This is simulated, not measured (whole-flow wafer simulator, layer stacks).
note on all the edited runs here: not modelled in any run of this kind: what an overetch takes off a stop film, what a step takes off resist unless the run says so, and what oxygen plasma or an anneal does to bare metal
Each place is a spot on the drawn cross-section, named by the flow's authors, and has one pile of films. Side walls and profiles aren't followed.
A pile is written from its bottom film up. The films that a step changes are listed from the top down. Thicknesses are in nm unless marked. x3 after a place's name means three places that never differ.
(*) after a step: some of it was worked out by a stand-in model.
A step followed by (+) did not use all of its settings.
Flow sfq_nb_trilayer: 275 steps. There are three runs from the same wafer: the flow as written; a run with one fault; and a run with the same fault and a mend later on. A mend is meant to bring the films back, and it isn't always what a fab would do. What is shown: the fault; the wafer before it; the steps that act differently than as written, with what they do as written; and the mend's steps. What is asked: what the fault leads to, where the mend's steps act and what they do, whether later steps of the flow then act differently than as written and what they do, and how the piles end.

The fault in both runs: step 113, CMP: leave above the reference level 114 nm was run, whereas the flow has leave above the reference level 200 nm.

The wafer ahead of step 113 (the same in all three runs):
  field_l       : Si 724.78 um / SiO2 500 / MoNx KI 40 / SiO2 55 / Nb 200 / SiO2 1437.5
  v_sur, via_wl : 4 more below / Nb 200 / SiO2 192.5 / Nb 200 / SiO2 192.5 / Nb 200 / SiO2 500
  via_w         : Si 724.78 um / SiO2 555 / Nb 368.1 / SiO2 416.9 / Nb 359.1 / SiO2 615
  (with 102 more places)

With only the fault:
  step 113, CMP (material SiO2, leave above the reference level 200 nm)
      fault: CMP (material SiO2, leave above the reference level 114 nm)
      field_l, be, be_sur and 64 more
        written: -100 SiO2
        fault: -186 SiO2
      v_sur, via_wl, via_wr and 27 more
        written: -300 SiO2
        fault: -386 SiO2
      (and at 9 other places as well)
  Steps further on in the flow that do not act as written (not shown: 3 more steps that differ only slightly, by at most 2% or 0.5 nm, whichever is larger):
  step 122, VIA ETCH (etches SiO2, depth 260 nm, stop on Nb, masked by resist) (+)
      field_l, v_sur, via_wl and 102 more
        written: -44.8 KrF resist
        fault: -29.4 KrF resist
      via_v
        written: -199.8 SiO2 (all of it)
        fault: -113.8 SiO2 (all of it)
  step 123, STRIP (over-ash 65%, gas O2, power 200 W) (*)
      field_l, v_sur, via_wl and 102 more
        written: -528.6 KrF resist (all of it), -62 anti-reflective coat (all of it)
        fault: -544 KrF resist (all of it), -62 anti-reflective coat (all of it)
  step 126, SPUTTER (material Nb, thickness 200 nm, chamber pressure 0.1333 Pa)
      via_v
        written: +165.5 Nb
        fault: +184.6 Nb
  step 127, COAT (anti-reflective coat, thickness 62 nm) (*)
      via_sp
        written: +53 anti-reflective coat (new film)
        fault: +54.9 anti-reflective coat (new film)
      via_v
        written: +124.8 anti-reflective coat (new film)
        fault: +105 anti-reflective coat (new film)
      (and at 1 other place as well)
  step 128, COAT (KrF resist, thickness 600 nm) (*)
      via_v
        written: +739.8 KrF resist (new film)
        fault: +668.6 KrF resist (new film)
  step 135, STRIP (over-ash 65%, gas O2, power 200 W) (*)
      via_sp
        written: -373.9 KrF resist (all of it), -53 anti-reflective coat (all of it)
        fault: -379.7 KrF resist (all of it), -54.9 anti-reflective coat (all of it)
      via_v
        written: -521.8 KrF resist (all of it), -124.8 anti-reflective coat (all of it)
        fault: -450.9 KrF resist (all of it), -105 anti-reflective coat (all of it)
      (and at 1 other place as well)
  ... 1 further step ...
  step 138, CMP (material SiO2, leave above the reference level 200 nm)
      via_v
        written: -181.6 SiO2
        fault: -171.7 SiO2
  By the end, the piles at field_l, v_sur, via_wl and 103 more depart from the flow's by more than 2% or 0.5 nm, whichever is larger.
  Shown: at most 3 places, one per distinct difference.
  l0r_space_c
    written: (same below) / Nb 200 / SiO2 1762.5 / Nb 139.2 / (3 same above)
    fault: (same below) / Nb 200 / SiO2 1676.5 / Nb 139.2 / (3 same above)
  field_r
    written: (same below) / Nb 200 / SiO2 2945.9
    fault: (same below) / Nb 200 / SiO2 2859.9
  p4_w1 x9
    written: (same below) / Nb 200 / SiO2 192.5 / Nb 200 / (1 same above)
    fault: (same below) / Nb 200 / SiO2 106.5 / Nb 200 / (1 same above)

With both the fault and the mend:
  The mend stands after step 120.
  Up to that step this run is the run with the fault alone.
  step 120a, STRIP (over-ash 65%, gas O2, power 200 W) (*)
      field_l, v_sur, via_wl and 102 more
        -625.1 KrF resist (all of it), -62 anti-reflective coat (all of it)
      via_v
        -62 anti-reflective coat (all of it)
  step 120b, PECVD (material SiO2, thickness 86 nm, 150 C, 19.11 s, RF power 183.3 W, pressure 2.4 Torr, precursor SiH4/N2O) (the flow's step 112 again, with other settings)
      field_l, v_sur, via_wl and 103 more
        +86 SiO2
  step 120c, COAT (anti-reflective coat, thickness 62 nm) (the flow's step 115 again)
      field_l, v_sur, via_wl and 103 more
        +62 anti-reflective coat (new film)
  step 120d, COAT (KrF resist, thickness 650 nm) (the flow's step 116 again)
      field_l, v_sur, via_wl and 103 more
        +650 KrF resist (new film)
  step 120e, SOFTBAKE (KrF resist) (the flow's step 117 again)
      does not change any film at any place that is followed
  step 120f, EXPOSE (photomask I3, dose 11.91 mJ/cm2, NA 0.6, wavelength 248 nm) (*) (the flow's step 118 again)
      does not change any film at any place that is followed
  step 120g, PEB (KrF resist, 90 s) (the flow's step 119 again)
      field_l, v_sur, via_wl and 103 more
        -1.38 KrF resist
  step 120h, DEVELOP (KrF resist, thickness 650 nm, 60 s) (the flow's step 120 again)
      field_l, v_sur, via_wl and 102 more
        -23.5 KrF resist
      via_v
        -648.6 KrF resist (all of it)
  Every later step of the flow that is run acts as written at every place that is followed.
  At every place that both follow, the piles at the end match the flow's.
